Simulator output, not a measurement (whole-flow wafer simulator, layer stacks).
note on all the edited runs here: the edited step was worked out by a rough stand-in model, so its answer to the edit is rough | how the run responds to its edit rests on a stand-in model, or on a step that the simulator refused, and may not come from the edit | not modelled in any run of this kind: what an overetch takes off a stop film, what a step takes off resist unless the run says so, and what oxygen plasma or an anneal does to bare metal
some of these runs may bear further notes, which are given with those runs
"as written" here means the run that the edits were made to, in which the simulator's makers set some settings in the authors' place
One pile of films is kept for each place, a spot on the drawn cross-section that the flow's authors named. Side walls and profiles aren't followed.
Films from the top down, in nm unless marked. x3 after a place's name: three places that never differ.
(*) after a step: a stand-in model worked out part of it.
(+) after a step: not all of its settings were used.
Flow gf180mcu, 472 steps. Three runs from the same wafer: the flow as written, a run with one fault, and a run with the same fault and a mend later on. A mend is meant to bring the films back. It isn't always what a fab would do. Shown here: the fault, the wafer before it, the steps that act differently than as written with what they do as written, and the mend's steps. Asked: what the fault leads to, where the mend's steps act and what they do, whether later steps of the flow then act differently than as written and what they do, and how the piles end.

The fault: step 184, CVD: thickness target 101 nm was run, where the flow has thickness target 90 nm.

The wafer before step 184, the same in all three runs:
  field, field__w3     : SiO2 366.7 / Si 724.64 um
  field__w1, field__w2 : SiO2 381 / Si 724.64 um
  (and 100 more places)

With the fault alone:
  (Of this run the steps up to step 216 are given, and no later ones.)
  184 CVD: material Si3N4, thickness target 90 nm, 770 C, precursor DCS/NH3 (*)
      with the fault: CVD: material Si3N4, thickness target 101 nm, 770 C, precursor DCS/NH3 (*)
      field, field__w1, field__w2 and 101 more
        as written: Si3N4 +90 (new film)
        with the fault: Si3N4 +101 (new film)
  Later steps of the flow that act differently than as written (12 more steps differ only slightly, by at most 2% or 0.5 nm, whichever is larger, and aren't shown):
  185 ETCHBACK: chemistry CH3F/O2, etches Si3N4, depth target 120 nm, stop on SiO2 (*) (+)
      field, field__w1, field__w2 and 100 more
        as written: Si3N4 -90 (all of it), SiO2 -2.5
        with the fault: Si3N4 -101 (all of it), SiO2 -1.58
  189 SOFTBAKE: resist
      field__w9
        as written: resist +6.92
        with the fault: resist -3.05
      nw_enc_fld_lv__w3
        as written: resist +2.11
        with the fault: resist -1.73
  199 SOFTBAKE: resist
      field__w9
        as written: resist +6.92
        with the fault: resist -3.05
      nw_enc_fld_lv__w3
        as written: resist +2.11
        with the fault: resist -1.73
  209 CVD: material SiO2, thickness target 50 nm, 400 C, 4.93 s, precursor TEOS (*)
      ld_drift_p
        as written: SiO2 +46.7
        with the fault: SiO2 +45.5
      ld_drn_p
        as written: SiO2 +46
        with the fault: SiO2 +44.8
  After step 216 the piles differ from the flow's by more than 2% or 0.5 nm, whichever is larger, at spacer.
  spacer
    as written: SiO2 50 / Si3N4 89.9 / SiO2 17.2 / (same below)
    with the fault: SiO2 50 / Si3N4 100.9 / SiO2 17.2 / (same below)

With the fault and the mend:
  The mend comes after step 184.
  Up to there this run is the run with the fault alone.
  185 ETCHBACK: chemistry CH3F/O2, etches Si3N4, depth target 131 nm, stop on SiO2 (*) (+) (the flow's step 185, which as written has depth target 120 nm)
      field, field__w1, field__w2 and 100 more
        Si3N4 -101 (all of it), SiO2 -2.5
  Later steps of the flow that act differently than as written (18 more steps differ only slightly, by at most 2% or 0.5 nm, whichever is larger, and aren't shown):
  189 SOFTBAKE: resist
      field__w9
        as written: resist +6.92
        with the mend: resist -3.03
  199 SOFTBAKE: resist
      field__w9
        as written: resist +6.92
        with the mend: resist -3.03
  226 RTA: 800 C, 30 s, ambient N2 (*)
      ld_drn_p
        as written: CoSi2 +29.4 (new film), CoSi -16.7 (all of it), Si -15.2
        with the mend: CoSi2 +28.8 (new film), CoSi -16.4 (all of it), Si -14.9
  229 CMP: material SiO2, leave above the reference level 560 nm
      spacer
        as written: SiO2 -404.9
        with the mend: SiO2 -415.9
  At the end the piles differ from the flow's by more than 2% or 0.5 nm, whichever is larger, at spacer.
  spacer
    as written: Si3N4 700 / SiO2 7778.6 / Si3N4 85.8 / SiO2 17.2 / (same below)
    with the mend: Si3N4 700 / SiO2 7767.6 / Si3N4 96.8 / SiO2 17.2 / (same below)
